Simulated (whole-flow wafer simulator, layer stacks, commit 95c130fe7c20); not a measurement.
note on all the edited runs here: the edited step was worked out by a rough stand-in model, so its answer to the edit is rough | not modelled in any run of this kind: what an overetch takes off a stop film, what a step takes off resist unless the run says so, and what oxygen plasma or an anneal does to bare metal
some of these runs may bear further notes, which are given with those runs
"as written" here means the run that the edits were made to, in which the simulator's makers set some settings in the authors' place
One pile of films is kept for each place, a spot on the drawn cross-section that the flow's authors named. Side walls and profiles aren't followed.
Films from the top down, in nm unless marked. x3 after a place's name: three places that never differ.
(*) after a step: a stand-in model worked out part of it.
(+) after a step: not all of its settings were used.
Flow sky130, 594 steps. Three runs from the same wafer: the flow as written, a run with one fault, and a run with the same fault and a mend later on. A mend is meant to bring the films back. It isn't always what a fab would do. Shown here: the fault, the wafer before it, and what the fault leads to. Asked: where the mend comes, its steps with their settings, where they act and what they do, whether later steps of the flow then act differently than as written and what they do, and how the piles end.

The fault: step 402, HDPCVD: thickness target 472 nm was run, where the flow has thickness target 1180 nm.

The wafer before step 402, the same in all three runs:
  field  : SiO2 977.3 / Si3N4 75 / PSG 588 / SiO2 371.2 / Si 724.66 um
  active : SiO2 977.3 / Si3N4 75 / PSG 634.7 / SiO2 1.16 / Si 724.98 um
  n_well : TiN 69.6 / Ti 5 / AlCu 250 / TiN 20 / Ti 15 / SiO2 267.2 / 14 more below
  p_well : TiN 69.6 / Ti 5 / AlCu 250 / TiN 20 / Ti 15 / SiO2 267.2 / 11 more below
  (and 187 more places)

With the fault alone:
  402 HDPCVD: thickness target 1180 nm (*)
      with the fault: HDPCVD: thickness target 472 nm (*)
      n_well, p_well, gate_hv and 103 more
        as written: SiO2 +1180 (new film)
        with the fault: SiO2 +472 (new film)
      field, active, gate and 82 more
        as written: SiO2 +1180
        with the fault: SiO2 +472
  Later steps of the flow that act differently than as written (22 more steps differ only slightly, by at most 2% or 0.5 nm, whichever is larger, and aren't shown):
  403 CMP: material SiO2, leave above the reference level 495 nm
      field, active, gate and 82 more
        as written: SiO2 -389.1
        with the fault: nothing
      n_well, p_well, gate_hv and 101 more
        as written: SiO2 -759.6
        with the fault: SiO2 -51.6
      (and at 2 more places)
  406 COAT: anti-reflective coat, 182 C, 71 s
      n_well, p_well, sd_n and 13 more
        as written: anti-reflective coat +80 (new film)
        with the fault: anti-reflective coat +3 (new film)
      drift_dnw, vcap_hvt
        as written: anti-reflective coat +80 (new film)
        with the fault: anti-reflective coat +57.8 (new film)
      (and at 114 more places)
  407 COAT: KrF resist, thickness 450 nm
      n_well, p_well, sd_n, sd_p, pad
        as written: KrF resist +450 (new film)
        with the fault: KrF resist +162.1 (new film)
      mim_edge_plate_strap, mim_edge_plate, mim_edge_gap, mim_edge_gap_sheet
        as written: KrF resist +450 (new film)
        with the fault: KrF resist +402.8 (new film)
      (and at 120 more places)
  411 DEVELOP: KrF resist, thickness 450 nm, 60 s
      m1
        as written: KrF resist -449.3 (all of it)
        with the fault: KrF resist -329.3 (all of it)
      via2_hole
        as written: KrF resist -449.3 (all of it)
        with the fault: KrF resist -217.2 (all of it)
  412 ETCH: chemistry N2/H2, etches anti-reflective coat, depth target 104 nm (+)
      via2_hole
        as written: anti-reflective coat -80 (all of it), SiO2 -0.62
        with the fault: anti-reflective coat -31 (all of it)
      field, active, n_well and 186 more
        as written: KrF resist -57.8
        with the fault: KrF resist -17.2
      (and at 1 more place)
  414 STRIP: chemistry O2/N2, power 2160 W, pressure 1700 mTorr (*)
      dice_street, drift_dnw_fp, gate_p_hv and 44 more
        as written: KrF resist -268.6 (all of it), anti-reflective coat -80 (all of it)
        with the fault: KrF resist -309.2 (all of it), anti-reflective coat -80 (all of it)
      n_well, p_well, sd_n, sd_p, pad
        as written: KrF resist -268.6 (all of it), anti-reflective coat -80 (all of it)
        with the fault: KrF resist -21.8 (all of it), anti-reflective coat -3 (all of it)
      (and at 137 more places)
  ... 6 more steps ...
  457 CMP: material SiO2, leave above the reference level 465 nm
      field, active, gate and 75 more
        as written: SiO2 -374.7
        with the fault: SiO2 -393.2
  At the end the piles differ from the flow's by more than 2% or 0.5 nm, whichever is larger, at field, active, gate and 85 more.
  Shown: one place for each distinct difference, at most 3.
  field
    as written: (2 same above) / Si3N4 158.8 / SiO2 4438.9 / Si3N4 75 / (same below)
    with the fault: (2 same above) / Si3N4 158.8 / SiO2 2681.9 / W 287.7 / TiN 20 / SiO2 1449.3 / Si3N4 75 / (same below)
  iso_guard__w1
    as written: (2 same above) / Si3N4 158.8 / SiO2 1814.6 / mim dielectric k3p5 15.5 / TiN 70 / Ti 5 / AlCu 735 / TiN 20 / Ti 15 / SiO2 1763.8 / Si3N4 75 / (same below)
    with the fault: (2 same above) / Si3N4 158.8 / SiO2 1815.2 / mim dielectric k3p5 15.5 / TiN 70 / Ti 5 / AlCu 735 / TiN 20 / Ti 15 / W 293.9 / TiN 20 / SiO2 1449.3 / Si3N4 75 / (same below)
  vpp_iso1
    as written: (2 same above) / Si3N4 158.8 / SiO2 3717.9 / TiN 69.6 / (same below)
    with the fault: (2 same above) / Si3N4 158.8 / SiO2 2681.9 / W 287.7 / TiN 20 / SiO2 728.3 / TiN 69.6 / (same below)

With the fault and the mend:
  The mend comes after step 402.
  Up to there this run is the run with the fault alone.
  402a HDPCVD: thickness target 708 nm (*) (the flow's step 402 once more, with other settings)
      field, active, n_well and 188 more
        SiO2 +708
  No later step of the flow acts differently than as written, at any place that is followed, by more than 2% or 0.5 nm, whichever is larger.
  At the end the piles are the same as the flow's at every place that both follow.
